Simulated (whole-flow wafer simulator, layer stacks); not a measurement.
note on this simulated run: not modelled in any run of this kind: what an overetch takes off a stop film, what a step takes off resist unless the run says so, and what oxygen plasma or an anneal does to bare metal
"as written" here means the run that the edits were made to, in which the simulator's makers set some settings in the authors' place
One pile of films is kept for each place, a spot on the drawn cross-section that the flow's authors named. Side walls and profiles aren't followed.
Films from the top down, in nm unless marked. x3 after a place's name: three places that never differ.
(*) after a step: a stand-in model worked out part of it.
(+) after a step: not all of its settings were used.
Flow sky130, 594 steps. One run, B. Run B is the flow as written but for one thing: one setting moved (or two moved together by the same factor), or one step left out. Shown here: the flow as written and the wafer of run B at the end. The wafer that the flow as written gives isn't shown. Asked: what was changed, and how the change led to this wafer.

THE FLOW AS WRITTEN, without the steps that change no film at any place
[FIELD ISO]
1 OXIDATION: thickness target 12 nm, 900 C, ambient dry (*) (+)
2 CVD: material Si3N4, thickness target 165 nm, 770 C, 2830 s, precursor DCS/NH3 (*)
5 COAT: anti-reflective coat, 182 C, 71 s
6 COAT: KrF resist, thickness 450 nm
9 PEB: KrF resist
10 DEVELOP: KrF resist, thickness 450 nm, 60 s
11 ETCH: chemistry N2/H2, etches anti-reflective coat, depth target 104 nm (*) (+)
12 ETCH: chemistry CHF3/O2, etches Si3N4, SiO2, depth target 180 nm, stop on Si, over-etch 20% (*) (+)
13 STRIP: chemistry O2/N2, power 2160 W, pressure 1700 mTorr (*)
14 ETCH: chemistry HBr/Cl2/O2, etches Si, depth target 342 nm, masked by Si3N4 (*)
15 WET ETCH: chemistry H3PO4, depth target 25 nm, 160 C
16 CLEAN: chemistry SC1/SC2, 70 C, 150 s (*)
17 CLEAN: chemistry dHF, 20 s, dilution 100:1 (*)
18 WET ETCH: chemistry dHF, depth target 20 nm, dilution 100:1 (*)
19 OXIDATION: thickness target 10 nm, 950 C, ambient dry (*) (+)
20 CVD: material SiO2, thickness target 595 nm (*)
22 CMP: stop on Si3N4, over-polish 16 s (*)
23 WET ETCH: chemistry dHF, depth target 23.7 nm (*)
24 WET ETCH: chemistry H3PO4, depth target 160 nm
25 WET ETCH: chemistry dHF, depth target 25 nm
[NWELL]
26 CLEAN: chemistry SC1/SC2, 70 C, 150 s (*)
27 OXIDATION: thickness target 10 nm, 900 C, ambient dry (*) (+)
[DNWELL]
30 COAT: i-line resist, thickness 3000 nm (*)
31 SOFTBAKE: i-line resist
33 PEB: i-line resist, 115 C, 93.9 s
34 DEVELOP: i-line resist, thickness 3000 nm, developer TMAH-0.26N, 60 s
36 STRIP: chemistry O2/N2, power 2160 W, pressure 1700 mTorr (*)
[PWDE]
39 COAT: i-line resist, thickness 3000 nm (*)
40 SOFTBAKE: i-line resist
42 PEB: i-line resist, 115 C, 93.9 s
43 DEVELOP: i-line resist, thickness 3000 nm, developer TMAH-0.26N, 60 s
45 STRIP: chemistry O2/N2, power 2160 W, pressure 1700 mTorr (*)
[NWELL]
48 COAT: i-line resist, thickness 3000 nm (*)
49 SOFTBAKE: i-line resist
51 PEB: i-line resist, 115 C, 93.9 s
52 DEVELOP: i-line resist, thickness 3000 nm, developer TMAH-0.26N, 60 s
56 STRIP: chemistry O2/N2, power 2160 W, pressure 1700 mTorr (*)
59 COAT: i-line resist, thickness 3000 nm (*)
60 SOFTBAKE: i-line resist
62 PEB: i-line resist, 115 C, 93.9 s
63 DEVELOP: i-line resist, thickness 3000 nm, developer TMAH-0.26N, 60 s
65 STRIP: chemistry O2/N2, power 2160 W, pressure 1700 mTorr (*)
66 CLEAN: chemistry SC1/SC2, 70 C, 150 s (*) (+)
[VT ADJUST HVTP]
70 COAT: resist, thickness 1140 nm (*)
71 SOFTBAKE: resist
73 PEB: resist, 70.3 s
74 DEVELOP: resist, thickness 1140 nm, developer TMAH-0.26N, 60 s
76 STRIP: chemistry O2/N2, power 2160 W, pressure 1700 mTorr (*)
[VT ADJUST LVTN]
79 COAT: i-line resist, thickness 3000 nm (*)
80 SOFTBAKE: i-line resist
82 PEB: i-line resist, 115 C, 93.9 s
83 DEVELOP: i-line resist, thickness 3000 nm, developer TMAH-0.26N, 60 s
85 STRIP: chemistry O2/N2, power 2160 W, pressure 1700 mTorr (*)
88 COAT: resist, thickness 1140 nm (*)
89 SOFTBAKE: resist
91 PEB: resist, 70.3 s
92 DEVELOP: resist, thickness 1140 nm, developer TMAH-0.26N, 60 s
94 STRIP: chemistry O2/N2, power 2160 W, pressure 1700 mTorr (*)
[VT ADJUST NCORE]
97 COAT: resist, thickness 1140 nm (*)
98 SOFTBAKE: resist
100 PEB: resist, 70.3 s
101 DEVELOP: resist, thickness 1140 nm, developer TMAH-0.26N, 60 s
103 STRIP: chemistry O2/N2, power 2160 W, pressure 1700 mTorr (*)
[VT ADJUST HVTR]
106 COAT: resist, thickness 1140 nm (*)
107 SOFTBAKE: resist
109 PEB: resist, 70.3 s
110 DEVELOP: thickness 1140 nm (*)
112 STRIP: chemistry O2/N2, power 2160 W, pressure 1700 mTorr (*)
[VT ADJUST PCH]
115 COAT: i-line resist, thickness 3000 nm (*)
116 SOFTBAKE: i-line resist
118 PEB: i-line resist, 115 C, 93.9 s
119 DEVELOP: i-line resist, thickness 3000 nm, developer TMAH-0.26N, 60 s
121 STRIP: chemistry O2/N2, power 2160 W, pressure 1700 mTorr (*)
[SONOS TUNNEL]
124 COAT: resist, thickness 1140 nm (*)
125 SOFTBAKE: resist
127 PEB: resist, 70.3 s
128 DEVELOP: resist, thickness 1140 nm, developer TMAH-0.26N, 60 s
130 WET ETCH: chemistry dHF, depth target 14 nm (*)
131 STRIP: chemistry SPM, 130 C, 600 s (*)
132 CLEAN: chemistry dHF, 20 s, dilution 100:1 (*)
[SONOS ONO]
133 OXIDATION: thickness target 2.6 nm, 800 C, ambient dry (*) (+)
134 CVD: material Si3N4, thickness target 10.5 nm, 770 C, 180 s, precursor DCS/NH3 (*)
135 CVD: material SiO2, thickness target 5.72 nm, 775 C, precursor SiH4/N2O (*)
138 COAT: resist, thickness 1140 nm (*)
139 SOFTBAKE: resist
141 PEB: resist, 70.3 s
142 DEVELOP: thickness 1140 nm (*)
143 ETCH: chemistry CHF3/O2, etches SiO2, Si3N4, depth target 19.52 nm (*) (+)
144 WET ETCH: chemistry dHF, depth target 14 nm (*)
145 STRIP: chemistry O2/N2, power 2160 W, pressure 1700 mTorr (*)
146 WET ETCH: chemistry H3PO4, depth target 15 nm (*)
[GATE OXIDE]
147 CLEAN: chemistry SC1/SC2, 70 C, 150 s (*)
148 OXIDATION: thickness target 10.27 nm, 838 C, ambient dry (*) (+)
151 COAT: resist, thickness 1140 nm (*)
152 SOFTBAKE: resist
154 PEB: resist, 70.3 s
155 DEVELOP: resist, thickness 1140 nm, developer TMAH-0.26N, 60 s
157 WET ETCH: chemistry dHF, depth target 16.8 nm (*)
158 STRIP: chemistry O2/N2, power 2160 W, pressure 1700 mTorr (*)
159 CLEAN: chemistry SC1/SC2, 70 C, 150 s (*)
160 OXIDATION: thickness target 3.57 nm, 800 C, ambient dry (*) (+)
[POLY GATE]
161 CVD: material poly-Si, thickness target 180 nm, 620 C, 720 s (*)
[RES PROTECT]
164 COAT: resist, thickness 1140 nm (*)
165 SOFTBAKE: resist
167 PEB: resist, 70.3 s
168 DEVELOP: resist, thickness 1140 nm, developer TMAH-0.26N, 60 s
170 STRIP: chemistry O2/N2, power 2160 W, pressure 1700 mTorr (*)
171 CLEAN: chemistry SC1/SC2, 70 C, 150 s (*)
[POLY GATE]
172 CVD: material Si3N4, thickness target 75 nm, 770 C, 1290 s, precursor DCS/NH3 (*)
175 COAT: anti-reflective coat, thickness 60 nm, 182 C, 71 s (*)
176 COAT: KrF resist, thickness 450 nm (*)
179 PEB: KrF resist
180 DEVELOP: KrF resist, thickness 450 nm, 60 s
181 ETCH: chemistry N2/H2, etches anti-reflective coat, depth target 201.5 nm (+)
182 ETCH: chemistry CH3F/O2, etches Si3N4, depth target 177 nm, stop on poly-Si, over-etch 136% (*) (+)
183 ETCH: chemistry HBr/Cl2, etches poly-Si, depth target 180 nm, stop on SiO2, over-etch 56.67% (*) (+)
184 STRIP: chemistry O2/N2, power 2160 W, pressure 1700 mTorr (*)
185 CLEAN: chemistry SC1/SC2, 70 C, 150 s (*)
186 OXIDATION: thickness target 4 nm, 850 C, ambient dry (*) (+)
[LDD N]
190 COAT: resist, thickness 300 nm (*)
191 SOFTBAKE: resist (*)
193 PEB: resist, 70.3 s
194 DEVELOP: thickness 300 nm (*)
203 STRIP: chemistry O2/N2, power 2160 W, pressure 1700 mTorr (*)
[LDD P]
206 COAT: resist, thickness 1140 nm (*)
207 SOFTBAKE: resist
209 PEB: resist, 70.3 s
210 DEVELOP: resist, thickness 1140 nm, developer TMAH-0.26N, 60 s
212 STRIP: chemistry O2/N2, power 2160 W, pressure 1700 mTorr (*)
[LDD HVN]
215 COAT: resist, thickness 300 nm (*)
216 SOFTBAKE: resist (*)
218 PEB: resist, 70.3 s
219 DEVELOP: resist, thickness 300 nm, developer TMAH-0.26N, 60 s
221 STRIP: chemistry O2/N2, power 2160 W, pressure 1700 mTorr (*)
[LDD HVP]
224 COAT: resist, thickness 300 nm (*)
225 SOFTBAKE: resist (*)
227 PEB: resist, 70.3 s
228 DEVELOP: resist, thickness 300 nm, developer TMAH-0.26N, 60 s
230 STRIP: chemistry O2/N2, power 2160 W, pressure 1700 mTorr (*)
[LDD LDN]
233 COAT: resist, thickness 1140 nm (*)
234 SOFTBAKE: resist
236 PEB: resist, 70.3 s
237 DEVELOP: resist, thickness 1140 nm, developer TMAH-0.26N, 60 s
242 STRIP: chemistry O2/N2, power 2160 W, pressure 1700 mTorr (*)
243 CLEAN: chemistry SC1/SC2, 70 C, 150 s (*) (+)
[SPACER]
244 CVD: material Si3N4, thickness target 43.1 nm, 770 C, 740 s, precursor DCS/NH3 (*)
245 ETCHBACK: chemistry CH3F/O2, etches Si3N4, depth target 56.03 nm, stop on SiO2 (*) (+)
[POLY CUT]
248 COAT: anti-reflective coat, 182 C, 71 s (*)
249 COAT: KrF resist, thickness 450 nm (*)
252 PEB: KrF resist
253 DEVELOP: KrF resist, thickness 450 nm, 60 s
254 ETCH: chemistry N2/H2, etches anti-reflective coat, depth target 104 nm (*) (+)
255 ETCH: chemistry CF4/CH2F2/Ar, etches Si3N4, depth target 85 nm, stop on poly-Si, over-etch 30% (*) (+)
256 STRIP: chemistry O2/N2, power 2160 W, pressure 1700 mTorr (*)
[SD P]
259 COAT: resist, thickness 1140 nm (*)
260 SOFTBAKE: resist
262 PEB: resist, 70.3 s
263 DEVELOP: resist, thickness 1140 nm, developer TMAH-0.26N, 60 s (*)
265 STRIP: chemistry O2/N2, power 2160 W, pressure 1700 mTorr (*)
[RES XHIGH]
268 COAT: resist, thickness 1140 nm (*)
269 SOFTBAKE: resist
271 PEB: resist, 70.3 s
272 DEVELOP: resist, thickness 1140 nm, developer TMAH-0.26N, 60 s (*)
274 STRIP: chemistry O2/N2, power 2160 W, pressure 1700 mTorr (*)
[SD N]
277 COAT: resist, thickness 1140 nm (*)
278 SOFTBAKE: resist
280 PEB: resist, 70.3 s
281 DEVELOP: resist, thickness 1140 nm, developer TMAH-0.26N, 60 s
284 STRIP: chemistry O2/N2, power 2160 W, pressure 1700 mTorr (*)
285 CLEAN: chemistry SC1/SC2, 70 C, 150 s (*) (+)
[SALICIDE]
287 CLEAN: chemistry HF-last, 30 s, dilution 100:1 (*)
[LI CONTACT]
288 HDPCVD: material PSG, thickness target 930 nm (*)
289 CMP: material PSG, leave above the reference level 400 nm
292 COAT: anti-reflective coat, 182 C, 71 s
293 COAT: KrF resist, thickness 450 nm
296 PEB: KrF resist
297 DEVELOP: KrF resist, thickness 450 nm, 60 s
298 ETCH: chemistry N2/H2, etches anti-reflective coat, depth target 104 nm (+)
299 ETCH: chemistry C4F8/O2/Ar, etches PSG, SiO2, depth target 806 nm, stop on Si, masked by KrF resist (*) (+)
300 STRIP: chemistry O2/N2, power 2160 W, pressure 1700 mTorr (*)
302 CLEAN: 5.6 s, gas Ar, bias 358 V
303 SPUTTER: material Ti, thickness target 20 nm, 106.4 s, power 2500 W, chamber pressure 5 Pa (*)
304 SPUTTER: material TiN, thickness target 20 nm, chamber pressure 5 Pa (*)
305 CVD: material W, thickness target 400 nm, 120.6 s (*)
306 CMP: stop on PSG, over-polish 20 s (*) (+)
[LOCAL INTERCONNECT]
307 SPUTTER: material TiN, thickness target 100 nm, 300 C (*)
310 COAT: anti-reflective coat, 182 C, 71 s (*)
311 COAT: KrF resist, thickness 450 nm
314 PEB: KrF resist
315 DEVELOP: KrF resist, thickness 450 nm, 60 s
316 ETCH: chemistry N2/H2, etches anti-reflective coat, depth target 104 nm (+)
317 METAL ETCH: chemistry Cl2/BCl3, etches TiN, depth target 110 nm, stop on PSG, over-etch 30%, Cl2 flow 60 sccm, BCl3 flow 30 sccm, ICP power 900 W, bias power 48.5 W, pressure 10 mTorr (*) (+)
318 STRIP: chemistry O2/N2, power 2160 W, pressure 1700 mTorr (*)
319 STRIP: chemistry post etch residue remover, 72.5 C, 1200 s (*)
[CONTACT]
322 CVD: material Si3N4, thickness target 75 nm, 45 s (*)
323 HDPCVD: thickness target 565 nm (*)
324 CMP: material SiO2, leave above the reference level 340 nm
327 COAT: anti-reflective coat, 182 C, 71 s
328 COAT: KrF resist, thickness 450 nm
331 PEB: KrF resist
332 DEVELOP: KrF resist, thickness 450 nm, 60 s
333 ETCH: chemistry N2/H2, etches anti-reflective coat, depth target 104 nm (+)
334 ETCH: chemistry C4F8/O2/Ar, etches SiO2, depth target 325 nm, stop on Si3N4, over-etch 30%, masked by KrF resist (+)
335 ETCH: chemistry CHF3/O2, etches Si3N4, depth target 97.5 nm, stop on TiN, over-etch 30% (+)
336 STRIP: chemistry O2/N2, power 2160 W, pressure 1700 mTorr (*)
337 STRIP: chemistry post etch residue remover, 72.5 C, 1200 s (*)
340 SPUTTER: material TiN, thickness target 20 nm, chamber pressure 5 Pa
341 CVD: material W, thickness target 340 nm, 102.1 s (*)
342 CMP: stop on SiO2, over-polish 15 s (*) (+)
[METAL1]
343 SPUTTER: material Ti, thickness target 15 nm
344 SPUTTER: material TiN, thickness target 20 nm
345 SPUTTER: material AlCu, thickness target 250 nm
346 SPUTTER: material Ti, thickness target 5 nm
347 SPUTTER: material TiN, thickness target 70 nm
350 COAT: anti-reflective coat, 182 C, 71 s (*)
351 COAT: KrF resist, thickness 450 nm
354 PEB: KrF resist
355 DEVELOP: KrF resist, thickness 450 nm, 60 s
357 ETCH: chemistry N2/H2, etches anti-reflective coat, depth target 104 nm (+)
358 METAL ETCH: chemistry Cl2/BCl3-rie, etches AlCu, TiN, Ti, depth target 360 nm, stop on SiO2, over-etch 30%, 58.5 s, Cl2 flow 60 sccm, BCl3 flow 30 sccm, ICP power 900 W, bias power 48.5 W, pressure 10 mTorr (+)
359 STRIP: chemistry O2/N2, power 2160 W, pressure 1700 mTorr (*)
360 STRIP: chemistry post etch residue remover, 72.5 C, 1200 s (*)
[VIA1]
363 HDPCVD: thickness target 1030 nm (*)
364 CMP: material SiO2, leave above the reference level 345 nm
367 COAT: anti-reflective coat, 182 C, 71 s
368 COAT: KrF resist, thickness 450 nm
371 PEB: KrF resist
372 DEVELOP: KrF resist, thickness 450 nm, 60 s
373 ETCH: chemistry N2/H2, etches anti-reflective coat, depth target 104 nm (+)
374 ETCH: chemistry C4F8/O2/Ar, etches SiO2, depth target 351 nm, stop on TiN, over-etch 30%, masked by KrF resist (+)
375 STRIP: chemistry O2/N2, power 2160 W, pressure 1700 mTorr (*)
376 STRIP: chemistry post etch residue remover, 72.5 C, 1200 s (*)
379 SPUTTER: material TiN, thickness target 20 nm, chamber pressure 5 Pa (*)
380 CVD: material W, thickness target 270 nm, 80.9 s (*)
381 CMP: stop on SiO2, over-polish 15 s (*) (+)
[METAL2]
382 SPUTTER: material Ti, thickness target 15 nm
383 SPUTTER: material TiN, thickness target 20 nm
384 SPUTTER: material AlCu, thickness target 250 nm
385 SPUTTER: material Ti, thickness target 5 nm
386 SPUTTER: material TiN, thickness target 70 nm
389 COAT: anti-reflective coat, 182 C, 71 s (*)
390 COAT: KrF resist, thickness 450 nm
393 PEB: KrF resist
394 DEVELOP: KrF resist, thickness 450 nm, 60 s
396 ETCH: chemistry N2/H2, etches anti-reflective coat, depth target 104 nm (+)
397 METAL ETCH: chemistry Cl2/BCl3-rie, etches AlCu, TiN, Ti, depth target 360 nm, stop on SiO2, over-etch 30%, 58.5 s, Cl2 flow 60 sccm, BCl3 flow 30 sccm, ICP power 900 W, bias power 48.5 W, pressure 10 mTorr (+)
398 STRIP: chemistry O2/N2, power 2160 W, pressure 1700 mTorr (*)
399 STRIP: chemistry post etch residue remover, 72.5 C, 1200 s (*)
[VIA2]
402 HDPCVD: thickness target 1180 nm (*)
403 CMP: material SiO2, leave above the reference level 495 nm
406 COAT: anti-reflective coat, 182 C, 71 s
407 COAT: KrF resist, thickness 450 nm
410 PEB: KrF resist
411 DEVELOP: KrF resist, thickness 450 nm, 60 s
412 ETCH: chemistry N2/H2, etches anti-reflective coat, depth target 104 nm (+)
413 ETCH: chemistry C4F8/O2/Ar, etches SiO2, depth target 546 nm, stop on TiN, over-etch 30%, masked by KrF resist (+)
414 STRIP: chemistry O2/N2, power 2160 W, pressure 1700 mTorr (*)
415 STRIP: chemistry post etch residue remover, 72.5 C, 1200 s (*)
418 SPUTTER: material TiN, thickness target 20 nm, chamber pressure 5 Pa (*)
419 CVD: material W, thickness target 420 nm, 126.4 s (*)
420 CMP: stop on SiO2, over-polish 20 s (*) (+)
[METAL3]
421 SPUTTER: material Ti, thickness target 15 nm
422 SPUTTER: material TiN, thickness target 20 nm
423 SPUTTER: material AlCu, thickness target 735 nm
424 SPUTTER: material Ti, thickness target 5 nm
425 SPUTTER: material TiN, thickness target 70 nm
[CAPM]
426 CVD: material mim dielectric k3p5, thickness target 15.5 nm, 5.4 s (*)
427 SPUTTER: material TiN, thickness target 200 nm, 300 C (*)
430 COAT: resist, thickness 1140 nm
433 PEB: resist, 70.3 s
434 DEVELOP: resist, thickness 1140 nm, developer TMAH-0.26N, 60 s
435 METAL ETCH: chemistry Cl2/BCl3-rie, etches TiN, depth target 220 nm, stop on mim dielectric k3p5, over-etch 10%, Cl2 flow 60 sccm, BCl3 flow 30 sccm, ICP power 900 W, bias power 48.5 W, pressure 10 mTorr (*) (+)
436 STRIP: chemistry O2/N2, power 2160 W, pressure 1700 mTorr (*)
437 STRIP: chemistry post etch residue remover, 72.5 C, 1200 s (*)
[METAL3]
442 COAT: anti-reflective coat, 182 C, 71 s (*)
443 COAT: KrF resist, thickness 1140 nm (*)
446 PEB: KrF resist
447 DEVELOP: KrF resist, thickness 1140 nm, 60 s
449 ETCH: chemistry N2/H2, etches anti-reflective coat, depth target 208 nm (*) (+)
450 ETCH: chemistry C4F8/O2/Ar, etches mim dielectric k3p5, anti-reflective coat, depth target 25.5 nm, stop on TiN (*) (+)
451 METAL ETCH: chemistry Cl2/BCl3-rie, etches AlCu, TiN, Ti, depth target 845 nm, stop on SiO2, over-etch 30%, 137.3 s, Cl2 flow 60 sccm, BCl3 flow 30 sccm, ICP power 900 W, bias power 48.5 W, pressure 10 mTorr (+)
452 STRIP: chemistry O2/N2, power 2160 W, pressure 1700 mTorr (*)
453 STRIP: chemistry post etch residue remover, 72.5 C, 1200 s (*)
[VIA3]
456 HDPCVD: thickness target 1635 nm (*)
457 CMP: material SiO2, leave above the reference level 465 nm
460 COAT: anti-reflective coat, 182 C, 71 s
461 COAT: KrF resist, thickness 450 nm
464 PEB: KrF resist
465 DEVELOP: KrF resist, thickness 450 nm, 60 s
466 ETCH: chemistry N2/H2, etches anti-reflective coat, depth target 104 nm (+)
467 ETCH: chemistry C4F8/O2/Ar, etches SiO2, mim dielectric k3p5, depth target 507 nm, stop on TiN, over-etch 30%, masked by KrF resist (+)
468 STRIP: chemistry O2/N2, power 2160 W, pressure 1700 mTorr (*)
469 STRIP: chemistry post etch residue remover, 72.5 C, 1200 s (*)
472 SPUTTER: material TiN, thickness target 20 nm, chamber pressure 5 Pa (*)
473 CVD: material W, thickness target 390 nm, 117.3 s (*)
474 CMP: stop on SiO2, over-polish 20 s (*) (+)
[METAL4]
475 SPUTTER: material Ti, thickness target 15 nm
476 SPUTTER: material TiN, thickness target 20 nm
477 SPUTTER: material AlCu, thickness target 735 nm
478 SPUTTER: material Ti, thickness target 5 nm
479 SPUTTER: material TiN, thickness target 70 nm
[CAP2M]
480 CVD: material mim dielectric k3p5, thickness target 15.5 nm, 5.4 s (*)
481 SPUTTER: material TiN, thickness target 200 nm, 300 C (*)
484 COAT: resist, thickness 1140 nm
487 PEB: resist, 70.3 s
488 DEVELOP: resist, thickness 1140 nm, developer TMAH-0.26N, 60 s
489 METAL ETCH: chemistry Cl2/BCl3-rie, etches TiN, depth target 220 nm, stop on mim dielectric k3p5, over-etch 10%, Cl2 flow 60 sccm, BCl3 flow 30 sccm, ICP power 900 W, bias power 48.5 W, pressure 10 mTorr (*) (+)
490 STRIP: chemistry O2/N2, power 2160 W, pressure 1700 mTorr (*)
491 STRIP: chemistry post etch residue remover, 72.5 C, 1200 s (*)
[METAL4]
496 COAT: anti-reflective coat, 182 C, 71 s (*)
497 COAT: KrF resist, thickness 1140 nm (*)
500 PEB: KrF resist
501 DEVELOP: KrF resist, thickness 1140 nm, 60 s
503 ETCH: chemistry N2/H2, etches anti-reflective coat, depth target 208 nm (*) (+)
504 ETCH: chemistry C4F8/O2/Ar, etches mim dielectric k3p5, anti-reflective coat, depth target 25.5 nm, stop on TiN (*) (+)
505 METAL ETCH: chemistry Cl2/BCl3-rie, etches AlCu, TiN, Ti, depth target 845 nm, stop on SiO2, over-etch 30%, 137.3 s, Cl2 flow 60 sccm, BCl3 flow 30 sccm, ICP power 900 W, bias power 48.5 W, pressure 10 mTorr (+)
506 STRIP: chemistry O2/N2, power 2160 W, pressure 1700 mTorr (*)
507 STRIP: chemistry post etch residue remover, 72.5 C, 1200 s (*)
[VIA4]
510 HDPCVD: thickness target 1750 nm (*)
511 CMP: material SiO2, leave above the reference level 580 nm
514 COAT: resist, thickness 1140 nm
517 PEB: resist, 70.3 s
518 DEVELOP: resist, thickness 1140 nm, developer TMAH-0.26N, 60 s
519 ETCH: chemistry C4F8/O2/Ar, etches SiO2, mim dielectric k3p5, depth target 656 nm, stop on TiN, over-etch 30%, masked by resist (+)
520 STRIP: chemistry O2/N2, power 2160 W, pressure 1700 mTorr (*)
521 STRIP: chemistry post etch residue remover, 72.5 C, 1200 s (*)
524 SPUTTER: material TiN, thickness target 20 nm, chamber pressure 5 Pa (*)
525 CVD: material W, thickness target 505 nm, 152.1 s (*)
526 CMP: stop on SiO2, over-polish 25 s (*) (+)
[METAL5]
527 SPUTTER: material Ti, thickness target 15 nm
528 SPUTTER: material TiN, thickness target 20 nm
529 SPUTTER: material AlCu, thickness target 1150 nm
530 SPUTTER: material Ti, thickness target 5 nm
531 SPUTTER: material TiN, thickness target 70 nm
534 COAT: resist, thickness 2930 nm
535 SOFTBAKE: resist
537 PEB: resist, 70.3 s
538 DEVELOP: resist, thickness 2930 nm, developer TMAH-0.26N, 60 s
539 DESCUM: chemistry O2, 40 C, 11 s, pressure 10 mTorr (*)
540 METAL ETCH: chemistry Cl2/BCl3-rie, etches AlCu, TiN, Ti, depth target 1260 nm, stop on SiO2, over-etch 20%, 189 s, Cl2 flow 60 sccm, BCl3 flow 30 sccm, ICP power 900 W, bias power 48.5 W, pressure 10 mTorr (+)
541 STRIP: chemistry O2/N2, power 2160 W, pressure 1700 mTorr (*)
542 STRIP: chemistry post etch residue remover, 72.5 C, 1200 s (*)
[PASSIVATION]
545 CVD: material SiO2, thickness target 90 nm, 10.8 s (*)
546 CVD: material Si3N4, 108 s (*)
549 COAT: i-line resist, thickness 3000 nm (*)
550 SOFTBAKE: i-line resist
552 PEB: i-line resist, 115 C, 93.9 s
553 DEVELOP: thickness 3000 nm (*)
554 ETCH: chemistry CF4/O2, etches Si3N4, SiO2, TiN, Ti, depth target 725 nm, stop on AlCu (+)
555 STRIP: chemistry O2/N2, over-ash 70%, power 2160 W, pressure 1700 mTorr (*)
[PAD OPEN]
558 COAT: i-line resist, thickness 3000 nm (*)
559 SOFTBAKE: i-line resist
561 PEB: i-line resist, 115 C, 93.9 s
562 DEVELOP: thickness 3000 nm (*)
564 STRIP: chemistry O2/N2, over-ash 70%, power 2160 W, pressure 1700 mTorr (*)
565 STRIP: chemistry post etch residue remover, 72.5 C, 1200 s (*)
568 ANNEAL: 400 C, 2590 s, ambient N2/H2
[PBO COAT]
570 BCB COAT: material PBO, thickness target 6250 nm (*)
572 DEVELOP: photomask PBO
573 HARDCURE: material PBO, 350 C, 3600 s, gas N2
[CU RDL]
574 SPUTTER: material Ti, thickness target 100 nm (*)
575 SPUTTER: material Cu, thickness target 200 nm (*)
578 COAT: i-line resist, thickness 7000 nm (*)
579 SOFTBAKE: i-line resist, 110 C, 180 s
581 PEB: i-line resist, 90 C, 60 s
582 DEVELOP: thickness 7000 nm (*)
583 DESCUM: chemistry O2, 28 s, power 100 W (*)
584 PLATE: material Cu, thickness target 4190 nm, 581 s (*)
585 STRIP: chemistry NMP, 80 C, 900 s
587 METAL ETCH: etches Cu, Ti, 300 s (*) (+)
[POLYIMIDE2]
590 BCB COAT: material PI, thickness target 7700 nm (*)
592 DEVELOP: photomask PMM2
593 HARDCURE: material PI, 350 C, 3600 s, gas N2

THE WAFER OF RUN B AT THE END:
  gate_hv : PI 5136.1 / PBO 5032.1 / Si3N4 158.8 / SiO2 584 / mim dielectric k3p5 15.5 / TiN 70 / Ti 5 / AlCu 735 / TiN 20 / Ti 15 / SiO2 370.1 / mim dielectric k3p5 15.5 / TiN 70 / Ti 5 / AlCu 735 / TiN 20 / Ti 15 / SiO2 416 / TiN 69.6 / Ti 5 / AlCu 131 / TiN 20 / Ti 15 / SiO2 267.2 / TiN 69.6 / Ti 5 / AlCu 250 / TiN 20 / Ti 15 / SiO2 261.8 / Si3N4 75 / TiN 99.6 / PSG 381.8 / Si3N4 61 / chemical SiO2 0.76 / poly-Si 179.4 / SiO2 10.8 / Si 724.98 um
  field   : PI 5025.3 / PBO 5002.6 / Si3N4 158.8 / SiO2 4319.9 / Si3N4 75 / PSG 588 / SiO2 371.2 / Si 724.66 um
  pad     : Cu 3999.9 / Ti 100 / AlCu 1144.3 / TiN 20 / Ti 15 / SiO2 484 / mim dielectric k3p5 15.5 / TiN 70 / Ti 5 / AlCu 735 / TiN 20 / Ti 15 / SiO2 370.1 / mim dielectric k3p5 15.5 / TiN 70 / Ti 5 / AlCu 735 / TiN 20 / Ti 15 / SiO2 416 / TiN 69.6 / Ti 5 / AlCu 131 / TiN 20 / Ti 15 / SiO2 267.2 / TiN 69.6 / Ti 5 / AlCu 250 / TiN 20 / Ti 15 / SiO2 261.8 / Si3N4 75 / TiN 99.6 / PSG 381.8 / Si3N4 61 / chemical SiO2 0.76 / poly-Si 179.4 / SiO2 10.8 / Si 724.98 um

The cause: step 384, SPUTTER: thickness target 131 nm was run, where the flow has thickness target 250 nm.
It can be read off the wafer: gate_hv has AlCu 131, and step 384 as written asks for 250 nm.

How the change led to this, step by step:
  384 SPUTTER: material AlCu, thickness target 250 nm
      field, active, n_well and 188 more: AlCu +131 (new film) (as written it would be: AlCu +250 (new film))
  397 METAL ETCH: chemistry Cl2/BCl3-rie, etches AlCu, TiN, Ti, depth target 360 nm, stop on SiO2, over-etch 30%, 58.5 s, Cl2 flow 60 sccm, BCl3 flow 30 sccm, ICP power 900 W, bias power 48.5 W, pressure 10 mTorr (+)
      field, active, gate and 82 more: TiN -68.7 (all of it), Ti -5 (all of it), AlCu -131 (all of it), TiN -20 (all of it), Ti -15 (all of it), SiO2 -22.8 (as written it would be: TiN -68.7 (all of it), Ti -5 (all of it), AlCu -250 (all of it), TiN -20 (all of it), Ti -15 (all of it), SiO2 -10.9)
  403 CMP: material SiO2, leave above the reference level 495 nm
      field, active, gate and 82 more: SiO2 -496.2 (as written it would be: SiO2 -389.1)
